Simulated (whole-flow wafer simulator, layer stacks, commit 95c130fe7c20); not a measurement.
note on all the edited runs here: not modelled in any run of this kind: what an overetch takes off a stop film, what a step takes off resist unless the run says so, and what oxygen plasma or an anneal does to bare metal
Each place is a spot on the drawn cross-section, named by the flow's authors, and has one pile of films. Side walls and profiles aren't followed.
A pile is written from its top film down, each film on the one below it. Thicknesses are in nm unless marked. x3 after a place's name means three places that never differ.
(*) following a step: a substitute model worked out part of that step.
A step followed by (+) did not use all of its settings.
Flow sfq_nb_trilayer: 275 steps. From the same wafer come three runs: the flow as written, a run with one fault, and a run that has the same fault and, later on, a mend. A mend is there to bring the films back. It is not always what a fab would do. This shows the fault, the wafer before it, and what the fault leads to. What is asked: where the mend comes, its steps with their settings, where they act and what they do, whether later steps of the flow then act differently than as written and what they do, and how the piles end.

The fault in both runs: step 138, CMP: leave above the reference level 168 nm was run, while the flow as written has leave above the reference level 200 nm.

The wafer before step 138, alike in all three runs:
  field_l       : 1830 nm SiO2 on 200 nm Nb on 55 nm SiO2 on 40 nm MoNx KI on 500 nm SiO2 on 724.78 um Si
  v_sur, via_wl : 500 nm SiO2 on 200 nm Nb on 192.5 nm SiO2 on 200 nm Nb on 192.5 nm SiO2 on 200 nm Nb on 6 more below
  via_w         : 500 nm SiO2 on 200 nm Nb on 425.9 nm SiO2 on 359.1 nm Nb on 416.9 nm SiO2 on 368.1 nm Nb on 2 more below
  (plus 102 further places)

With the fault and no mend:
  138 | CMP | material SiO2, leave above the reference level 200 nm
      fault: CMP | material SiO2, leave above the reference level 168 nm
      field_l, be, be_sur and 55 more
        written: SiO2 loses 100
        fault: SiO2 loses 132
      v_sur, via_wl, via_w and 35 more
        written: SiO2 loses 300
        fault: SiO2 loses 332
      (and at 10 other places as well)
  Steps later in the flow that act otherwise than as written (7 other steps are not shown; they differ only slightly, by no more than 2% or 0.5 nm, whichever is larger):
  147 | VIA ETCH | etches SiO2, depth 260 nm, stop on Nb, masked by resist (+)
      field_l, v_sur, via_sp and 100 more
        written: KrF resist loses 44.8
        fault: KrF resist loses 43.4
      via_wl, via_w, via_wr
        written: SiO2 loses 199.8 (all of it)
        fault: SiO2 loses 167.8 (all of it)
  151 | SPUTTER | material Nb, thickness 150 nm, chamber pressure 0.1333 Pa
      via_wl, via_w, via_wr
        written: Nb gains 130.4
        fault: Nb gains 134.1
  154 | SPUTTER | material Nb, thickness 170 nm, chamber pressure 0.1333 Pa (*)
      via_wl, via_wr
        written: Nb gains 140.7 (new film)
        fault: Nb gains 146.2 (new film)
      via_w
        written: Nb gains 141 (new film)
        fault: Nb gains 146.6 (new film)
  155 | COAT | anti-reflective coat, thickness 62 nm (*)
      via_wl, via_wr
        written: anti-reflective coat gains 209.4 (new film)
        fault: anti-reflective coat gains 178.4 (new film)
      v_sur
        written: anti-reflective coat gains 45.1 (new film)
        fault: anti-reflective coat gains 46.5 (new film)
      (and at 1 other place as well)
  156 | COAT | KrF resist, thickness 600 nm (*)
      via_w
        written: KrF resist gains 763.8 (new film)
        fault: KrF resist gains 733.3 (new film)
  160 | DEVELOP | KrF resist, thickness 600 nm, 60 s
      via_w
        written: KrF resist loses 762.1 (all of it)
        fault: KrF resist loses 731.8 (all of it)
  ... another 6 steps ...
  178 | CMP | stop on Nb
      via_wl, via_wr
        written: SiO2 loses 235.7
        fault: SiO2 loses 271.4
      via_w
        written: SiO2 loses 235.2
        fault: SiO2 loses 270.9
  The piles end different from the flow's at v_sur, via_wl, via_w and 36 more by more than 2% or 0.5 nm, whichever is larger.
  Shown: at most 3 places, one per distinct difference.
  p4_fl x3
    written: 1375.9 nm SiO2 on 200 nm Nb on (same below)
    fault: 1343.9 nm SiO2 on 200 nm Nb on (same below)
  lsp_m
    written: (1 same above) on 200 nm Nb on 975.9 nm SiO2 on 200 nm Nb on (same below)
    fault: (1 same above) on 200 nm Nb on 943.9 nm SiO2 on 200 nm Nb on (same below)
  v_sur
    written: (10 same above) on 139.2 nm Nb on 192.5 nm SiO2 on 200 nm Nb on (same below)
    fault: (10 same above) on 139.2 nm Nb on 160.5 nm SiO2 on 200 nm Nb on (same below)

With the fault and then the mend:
  After step 145 comes the mend.
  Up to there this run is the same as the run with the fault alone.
  145a | STRIP | over-ash 65%, gas O2, power 200 W (*)
      field_l, v_sur, via_sp and 100 more
        KrF resist loses 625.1 (all of it), anti-reflective coat loses 62 (all of it)
      via_wl, via_w, via_wr
        anti-reflective coat loses 62 (all of it)
  145b | PECVD | material SiO2, thickness 32 nm, 150 C, 7.111 s, RF power 183.3 W, pressure 2.4 Torr, precursor SiH4/N2O (a further turn of the flow's step 137, with different settings)
      field_l, v_sur, via_wl and 103 more
        SiO2 gains 32
  145c | COAT | anti-reflective coat, thickness 62 nm (a further turn of the flow's step 140)
      field_l, v_sur, via_wl and 103 more
        anti-reflective coat gains 62 (new film)
  145d | COAT | KrF resist, thickness 650 nm (a further turn of the flow's step 141)
      field_l, v_sur, via_wl and 103 more
        KrF resist gains 650 (new film)
  145e | SOFTBAKE | KrF resist (a further turn of the flow's step 142)
      leaves every film unchanged at each place that is followed
  145f | EXPOSE | photomask I4, dose 11.93 mJ/cm2, NA 0.6, wavelength 248 nm (*) (a further turn of the flow's step 143)
      leaves every film unchanged at each place that is followed
  145g | PEB | KrF resist, 90 s (a further turn of the flow's step 144)
      field_l, v_sur, via_wl and 103 more
        KrF resist loses 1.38
  145h | DEVELOP | KrF resist, thickness 650 nm, 60 s (a further turn of the flow's step 145)
      field_l, v_sur, via_sp and 100 more
        KrF resist loses 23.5
      via_wl, via_w, via_wr
        KrF resist loses 648.6 (all of it)
  Later steps of the flow that are run all act as written at every place that is followed.
  At every place that both follow, the piles at the end match the flow's.
